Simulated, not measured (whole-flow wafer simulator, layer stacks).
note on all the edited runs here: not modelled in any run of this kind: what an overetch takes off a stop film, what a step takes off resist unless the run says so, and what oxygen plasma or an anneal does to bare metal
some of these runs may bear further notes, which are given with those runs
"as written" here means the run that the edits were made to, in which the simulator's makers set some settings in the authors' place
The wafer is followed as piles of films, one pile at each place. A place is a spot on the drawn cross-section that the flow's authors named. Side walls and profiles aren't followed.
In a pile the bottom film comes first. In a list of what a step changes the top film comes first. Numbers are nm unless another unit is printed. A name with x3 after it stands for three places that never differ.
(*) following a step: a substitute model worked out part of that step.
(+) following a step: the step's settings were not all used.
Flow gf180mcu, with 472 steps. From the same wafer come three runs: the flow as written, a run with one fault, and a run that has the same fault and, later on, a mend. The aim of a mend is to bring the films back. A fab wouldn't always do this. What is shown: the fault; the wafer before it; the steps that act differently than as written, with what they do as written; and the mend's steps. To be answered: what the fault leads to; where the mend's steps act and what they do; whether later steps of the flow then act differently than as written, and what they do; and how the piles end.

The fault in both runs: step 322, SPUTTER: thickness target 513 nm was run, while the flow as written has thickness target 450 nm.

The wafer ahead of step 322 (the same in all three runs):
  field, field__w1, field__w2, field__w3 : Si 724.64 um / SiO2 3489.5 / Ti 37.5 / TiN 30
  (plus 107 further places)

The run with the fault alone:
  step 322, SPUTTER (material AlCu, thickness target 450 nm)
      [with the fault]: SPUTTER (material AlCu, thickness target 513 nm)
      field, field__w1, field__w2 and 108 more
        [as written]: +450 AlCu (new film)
        [with the fault]: +513 AlCu (new film)
  Steps further on in the flow that do not act as written:
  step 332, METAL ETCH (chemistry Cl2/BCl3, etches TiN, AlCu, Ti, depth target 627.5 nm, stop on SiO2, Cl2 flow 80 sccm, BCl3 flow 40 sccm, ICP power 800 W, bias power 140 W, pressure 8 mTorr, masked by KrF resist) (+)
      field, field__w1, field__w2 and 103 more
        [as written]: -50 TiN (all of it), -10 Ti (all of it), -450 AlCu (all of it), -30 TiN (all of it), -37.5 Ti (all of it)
        [with the fault]: -50 TiN (all of it), -10 Ti (all of it), -513 AlCu (all of it), -30 TiN (all of it), -24.5 Ti
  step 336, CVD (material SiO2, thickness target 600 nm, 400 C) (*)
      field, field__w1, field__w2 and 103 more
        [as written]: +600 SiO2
        [with the fault]: +600 SiO2 (new film)
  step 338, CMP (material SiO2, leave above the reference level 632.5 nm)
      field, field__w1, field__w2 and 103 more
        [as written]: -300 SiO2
        [with the fault]: -250 SiO2
  By the end, the piles at field, field__w1, field__w2 and 109 more depart from the flow's by more than 2% or 0.5 nm, whichever is larger.
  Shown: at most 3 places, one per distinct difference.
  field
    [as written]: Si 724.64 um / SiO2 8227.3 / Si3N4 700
    [with the fault]: Si 724.64 um / SiO2 3489.5 / Ti 13 / SiO2 4787.8 / Si3N4 700
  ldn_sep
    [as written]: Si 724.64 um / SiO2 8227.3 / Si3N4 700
    [with the fault]: Si 724.64 um / SiO2 3489.4 / Ti 13 / SiO2 4787.8 / Si3N4 700
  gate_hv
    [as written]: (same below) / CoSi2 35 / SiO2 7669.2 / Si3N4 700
    [with the fault]: (same below) / CoSi2 35 / SiO2 2931.3 / Ti 13 / SiO2 4787.8 / Si3N4 700

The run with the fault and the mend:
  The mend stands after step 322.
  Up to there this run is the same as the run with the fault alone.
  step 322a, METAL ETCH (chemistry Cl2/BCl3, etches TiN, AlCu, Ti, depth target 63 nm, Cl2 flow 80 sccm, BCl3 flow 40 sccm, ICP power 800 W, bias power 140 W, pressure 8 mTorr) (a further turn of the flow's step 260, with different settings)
      field, field__w1, field__w2 and 108 more
        -63 AlCu
  None of the later steps of the flow acts differently than as written at any place that is followed.
  By the end, the piles equal the flow's at every place that both follow.
